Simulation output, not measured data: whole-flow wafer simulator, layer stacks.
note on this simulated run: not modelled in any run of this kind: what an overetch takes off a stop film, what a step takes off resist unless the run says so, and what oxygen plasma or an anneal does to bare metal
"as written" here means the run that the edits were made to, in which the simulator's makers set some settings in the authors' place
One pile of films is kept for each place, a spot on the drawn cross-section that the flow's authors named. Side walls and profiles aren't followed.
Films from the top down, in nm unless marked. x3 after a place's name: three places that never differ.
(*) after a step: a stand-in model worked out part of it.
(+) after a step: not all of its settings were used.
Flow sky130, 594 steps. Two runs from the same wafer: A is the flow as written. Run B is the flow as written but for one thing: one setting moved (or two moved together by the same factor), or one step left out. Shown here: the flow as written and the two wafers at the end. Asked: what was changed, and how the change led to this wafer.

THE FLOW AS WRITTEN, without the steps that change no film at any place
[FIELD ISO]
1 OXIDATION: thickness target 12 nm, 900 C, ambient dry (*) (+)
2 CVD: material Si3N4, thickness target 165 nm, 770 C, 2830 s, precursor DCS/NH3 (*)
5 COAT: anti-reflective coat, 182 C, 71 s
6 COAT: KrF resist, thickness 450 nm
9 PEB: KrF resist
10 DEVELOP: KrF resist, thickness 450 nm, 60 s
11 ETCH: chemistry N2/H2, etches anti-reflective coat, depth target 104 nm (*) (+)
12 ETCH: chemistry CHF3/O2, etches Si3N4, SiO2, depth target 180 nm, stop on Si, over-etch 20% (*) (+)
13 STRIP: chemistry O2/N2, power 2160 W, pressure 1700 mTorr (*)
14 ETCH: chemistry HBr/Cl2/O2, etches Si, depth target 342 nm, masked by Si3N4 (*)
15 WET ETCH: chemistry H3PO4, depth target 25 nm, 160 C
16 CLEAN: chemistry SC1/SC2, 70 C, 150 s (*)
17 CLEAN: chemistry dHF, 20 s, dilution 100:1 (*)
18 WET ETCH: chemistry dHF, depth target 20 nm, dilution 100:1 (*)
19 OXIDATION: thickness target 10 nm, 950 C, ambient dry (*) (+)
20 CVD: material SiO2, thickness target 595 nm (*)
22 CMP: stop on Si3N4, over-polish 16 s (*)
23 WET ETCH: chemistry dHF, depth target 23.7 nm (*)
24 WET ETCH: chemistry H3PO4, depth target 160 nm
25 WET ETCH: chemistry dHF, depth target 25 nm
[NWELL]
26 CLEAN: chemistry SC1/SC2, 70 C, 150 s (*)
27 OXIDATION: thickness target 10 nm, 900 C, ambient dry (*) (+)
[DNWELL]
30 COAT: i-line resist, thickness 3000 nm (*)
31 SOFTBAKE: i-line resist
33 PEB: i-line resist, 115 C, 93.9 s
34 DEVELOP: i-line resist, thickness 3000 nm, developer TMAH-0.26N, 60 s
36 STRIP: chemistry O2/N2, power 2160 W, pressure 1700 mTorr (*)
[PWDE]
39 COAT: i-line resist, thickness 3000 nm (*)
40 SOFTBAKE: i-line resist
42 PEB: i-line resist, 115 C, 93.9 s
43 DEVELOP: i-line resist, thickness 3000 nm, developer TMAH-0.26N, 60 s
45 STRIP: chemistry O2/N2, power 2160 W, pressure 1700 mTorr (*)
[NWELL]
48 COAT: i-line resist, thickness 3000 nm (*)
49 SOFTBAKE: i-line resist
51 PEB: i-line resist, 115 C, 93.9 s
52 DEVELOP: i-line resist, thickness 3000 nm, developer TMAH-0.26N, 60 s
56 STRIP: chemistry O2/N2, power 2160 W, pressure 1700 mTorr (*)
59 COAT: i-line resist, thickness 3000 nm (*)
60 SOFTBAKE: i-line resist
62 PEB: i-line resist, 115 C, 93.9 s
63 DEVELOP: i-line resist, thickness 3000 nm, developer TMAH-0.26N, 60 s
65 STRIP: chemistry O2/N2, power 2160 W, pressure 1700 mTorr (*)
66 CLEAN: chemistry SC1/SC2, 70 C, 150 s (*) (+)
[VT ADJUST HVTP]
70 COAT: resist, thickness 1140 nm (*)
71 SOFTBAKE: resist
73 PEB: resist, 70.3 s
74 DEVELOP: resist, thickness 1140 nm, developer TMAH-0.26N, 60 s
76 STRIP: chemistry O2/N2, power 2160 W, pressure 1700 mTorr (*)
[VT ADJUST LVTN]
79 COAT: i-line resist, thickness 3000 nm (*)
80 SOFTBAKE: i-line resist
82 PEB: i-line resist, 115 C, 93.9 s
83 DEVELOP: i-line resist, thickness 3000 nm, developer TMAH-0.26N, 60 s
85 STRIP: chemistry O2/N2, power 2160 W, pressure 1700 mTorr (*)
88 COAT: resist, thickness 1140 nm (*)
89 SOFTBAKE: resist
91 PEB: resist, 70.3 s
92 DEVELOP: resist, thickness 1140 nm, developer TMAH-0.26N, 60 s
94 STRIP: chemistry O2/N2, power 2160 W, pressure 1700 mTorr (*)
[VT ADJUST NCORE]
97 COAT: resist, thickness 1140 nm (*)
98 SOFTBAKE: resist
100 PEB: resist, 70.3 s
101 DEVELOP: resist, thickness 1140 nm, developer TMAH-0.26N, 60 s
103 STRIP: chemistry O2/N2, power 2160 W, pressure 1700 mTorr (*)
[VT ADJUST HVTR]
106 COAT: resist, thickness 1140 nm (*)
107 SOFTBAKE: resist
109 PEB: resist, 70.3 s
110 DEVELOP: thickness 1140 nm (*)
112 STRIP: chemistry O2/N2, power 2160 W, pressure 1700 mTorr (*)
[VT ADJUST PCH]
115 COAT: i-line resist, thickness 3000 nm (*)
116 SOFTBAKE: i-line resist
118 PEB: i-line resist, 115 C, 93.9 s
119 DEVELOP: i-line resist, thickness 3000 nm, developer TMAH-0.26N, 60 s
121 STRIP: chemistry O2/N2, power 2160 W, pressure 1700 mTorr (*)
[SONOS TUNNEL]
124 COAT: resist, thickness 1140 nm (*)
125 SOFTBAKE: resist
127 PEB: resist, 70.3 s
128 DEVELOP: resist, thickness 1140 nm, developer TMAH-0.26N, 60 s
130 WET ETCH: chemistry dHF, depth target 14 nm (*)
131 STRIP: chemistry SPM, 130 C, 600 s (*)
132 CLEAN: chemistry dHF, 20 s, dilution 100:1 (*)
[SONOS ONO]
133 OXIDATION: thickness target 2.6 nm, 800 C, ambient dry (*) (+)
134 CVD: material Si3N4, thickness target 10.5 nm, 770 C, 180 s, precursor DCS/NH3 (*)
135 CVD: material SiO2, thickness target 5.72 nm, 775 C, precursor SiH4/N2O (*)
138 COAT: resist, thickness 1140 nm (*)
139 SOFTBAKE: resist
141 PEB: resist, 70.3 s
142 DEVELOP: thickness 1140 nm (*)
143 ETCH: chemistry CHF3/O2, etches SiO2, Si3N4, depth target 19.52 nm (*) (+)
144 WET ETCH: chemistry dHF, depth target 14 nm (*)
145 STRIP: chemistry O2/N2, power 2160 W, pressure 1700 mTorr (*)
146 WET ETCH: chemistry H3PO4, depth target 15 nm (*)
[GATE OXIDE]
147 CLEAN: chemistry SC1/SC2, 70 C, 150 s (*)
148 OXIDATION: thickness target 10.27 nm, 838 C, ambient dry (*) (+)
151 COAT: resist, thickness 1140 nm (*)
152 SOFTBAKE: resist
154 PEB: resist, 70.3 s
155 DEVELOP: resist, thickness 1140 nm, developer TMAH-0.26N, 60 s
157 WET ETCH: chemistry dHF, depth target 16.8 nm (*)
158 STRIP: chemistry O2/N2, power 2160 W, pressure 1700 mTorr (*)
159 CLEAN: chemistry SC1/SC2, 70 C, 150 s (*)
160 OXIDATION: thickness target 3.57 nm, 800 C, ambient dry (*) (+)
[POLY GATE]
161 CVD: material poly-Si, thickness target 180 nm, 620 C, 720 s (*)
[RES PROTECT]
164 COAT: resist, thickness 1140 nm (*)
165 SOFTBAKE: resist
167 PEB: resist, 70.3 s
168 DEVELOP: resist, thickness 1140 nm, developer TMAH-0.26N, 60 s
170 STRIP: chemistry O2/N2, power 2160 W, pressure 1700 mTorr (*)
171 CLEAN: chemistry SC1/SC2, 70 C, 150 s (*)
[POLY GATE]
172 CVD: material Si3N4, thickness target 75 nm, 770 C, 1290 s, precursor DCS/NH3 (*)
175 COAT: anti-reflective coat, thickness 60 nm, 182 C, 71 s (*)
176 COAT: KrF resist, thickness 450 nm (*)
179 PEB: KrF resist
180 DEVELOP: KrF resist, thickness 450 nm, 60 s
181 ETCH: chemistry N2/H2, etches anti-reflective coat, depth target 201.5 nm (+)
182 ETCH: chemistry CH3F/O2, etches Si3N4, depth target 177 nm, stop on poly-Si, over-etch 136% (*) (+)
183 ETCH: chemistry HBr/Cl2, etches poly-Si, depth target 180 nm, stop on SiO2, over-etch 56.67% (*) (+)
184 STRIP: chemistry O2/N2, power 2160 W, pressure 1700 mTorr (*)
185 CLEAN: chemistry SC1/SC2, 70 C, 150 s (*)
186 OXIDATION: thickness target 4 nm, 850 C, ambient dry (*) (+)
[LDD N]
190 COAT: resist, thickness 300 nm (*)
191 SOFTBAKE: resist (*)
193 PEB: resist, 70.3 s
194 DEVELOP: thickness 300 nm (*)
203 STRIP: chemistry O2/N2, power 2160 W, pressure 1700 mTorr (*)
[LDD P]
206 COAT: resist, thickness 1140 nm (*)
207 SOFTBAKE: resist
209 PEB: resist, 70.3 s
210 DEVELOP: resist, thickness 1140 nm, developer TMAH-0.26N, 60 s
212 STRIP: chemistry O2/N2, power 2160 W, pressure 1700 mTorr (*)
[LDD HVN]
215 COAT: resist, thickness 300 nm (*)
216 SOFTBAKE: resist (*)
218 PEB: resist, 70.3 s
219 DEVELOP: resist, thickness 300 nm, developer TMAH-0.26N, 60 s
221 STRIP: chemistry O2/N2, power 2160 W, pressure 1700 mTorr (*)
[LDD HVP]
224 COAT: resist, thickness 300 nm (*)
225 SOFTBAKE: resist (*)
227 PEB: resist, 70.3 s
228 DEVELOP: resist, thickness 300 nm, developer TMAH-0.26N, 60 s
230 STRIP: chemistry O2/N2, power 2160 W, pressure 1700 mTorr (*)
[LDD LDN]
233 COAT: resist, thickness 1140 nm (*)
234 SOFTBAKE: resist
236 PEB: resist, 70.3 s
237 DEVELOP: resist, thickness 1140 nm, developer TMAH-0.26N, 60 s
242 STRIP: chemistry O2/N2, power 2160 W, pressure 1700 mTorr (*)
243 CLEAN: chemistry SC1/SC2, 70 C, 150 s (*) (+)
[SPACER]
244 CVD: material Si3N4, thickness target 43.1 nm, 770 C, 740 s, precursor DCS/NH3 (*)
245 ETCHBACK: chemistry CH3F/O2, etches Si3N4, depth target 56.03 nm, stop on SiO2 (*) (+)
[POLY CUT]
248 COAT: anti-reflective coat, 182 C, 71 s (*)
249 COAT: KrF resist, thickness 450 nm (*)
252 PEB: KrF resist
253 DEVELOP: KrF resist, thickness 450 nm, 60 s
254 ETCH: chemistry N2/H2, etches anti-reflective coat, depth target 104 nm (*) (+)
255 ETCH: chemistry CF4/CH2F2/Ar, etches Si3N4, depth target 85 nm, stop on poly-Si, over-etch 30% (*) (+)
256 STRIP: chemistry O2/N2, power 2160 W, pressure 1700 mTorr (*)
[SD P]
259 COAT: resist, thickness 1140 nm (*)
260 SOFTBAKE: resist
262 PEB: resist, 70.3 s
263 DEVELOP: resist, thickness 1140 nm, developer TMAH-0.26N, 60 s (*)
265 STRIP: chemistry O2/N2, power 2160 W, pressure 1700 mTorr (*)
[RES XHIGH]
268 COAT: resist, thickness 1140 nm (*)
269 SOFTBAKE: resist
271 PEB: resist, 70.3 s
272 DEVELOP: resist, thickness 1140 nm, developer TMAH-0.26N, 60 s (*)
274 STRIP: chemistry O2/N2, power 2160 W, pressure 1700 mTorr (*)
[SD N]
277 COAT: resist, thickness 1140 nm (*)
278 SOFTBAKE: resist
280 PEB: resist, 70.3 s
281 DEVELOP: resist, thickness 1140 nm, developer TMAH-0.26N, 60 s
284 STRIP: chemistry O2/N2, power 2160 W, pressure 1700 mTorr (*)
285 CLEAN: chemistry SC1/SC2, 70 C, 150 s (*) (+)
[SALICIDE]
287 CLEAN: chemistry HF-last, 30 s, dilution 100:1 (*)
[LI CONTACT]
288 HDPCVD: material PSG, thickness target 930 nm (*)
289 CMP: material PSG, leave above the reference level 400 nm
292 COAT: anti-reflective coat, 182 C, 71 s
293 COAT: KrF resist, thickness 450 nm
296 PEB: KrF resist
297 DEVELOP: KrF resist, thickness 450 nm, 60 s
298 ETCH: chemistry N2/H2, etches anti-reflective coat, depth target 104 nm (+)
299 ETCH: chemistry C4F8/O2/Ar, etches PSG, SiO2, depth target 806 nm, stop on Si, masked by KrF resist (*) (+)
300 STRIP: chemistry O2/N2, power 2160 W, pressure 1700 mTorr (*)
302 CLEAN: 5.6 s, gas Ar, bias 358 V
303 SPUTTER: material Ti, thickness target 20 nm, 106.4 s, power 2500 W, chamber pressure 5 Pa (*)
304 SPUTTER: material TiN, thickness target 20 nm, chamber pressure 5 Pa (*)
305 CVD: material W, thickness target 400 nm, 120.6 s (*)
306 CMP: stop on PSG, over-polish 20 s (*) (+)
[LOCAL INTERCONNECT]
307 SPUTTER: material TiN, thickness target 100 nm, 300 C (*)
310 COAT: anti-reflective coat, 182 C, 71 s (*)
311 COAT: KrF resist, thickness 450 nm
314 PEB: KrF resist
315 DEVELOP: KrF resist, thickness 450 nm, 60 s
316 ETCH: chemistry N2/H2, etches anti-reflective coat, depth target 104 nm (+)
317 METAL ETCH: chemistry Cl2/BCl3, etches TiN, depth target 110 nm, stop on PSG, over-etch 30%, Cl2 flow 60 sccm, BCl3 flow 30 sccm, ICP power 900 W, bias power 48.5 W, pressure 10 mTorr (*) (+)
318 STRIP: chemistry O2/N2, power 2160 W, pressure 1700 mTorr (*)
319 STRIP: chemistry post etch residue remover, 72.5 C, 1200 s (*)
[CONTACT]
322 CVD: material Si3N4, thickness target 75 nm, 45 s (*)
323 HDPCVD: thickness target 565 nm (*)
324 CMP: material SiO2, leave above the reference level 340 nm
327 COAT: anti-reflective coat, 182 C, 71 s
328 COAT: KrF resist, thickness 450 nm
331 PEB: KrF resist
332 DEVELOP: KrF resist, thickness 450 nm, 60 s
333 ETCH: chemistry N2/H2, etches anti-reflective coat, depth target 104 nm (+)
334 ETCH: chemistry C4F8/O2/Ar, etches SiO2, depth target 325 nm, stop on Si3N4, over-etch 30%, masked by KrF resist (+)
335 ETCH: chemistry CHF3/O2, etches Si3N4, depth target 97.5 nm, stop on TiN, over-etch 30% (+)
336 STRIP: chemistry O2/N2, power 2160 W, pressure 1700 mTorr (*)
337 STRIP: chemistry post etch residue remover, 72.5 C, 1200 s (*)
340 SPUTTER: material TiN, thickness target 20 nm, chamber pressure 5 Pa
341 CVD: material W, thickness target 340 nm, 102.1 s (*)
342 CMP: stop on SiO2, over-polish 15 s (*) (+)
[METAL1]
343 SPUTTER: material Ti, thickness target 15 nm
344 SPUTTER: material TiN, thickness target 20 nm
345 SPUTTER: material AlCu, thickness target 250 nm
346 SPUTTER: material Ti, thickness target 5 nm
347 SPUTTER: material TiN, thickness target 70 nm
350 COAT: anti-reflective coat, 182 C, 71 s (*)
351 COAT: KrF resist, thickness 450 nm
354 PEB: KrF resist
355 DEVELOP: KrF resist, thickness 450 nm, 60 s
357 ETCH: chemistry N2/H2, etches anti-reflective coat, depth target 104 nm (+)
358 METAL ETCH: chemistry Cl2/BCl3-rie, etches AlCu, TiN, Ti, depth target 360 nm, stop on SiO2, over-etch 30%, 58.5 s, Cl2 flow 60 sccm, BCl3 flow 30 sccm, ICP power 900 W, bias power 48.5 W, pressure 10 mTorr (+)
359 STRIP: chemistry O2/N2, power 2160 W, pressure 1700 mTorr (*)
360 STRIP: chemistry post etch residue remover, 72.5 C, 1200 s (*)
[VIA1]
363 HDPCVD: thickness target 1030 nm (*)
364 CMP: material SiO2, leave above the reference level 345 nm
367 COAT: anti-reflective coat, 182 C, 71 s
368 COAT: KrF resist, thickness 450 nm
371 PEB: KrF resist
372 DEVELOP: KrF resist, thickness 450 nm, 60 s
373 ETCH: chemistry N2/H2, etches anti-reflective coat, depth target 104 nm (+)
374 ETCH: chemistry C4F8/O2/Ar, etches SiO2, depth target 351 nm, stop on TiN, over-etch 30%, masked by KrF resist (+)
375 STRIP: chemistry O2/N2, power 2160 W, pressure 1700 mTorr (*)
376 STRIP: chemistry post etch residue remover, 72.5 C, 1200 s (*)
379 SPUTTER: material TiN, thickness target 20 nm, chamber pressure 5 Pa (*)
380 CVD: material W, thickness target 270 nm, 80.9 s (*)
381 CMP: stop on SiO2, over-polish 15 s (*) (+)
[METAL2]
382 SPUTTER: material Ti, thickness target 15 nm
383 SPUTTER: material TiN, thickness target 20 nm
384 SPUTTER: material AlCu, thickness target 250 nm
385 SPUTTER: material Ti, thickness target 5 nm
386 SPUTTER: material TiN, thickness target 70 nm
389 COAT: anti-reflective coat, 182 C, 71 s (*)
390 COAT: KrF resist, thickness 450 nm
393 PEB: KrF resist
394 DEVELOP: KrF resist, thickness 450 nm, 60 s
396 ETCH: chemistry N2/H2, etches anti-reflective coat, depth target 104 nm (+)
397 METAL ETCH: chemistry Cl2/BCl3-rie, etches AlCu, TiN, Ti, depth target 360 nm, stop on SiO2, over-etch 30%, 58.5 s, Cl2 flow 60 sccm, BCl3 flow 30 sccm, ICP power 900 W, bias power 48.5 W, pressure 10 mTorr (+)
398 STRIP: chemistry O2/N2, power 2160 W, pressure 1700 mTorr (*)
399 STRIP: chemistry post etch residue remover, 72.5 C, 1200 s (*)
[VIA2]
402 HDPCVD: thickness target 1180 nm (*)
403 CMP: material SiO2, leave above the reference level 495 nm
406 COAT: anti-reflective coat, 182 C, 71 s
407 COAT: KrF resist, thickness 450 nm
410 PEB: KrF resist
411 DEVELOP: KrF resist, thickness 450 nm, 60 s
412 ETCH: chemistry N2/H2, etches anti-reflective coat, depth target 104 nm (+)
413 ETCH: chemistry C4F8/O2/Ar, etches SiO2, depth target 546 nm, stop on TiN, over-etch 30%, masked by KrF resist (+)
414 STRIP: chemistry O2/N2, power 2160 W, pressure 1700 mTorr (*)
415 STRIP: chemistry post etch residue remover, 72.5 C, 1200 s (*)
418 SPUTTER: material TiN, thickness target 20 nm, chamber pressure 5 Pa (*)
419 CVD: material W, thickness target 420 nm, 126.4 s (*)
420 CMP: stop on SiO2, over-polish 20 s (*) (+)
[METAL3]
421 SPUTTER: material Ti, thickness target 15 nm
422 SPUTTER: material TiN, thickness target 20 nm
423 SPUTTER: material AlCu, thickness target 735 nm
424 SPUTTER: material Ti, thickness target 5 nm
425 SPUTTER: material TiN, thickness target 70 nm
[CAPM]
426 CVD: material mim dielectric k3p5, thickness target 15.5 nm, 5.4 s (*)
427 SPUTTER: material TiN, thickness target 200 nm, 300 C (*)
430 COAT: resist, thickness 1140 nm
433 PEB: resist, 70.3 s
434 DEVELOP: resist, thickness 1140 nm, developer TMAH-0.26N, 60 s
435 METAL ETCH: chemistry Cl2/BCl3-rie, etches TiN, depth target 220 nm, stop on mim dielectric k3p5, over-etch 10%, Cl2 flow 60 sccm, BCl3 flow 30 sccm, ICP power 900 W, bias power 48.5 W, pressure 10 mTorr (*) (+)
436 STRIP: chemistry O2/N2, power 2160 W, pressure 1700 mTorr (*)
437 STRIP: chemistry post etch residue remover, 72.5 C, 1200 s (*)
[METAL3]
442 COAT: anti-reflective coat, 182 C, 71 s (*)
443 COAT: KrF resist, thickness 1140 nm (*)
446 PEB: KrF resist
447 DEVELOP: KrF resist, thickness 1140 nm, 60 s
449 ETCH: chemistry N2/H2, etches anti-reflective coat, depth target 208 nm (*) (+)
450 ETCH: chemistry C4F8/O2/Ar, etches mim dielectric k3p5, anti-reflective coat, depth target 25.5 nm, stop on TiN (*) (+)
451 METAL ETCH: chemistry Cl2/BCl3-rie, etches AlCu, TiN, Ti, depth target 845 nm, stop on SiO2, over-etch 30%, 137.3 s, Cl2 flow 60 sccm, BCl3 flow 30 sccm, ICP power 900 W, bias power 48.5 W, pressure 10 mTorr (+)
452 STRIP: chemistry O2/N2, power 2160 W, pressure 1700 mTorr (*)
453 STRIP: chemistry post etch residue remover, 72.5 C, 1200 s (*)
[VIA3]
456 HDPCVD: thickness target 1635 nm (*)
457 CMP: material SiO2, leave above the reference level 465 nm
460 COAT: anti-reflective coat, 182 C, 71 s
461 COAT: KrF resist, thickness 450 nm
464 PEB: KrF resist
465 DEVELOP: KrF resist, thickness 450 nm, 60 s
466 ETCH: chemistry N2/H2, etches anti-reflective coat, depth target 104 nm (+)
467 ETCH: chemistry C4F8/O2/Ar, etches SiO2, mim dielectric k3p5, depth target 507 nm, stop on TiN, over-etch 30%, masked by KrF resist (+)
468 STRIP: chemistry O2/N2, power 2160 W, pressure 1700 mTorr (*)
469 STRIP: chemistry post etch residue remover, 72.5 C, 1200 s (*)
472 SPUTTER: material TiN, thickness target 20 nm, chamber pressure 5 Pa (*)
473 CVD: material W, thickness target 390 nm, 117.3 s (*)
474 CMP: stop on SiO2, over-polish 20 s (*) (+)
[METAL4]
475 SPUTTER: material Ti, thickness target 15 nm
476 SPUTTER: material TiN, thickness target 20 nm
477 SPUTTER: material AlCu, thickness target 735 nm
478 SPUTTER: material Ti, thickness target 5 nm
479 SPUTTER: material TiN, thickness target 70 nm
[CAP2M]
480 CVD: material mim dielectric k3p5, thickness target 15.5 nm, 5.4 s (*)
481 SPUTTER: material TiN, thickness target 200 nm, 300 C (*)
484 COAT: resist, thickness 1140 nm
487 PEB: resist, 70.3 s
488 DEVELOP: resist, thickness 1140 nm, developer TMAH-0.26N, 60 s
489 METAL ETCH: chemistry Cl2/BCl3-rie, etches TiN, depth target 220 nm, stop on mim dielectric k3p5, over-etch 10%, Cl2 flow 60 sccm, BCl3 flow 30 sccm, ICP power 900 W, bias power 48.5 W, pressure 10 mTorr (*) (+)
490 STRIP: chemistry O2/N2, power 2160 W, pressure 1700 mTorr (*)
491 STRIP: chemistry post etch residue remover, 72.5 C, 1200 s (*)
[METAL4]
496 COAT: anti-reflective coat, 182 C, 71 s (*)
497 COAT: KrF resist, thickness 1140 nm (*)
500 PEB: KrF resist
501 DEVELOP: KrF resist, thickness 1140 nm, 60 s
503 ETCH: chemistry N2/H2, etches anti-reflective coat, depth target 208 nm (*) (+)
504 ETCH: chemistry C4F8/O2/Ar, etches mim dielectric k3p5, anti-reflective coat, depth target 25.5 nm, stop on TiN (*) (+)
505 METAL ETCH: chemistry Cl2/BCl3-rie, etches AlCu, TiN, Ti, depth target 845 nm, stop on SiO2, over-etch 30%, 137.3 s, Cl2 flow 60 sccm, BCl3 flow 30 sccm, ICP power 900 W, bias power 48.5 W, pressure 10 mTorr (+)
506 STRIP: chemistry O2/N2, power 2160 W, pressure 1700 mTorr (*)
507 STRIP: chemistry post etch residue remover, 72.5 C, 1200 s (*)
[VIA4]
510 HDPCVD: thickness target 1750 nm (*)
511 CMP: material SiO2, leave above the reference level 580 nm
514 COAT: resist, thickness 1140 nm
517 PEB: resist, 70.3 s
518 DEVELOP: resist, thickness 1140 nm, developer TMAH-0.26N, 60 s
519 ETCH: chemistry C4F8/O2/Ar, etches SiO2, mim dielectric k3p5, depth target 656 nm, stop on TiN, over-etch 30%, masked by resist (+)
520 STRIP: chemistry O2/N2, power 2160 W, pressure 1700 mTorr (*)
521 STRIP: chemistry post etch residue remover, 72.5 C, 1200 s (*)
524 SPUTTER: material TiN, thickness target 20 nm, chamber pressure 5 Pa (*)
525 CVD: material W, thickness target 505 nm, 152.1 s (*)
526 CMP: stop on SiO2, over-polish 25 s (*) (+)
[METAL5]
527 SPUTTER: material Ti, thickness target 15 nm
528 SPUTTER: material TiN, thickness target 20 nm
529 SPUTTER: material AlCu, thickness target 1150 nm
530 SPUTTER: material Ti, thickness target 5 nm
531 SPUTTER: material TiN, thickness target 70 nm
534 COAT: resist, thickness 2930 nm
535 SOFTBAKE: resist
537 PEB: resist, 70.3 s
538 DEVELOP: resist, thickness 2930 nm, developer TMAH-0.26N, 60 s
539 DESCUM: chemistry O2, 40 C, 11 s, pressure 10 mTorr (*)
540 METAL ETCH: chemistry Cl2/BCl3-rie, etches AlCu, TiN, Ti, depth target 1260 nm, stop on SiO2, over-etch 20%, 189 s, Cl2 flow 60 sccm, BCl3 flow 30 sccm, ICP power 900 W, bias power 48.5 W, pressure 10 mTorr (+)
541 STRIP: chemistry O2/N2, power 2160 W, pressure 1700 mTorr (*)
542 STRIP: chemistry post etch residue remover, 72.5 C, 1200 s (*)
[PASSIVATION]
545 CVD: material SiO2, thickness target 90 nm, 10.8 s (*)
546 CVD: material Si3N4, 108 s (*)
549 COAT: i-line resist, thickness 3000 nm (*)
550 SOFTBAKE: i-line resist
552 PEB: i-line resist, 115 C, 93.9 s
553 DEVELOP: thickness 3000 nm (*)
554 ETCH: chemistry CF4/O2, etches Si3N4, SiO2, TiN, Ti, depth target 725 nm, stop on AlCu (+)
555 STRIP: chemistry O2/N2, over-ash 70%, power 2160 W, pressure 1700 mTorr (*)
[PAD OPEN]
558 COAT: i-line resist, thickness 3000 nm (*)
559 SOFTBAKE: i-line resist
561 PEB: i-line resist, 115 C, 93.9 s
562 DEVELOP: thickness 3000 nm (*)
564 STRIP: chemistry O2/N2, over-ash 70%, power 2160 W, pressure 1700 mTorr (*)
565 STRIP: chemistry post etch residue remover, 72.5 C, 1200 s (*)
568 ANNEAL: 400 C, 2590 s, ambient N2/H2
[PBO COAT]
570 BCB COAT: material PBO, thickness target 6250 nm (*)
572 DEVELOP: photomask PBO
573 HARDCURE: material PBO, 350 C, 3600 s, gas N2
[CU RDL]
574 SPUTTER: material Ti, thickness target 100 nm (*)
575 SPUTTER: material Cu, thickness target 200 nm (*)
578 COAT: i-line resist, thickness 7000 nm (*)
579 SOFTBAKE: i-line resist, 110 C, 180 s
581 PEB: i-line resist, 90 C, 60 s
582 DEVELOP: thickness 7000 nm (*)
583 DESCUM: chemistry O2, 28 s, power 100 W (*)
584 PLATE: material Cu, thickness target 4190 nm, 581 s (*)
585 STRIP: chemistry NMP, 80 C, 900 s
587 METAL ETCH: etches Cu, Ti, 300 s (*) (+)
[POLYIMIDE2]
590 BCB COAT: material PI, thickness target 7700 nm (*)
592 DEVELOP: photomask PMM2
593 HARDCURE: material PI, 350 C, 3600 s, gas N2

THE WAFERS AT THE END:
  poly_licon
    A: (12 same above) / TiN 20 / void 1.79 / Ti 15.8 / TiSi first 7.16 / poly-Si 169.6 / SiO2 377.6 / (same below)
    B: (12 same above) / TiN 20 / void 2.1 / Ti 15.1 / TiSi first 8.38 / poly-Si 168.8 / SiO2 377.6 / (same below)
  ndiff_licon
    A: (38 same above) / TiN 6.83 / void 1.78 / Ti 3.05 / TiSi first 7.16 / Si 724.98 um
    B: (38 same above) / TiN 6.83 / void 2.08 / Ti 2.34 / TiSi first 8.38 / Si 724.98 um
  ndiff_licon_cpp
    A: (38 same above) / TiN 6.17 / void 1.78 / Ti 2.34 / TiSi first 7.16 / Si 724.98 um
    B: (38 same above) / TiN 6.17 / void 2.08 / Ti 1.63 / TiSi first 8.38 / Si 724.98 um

The cause: step 568, ANNEAL: 4014 s was run, where the flow has 2590 s.

How the change led to this, step by step:
  568 ANNEAL: 400 C, 2590 s, ambient N2/H2
      poly_licon, rpo_hd_licon: A under 11 films: void +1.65 (new film), Ti -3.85, TiSi first +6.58 (new film), poly-Si -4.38 | B under 11 films: void +1.98 (new film), Ti -4.62, TiSi first +7.89 (new film), poly-Si -5.26
      ndiff_licon, ndiff_licon_cpp: A under 37 films: void +1.63 (new film), Ti -3.85, TiSi first +6.58 (new film), Si -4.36 | B under 37 films: void +1.96 (new film), Ti -4.62, TiSi first +7.89 (new film), Si -5.24
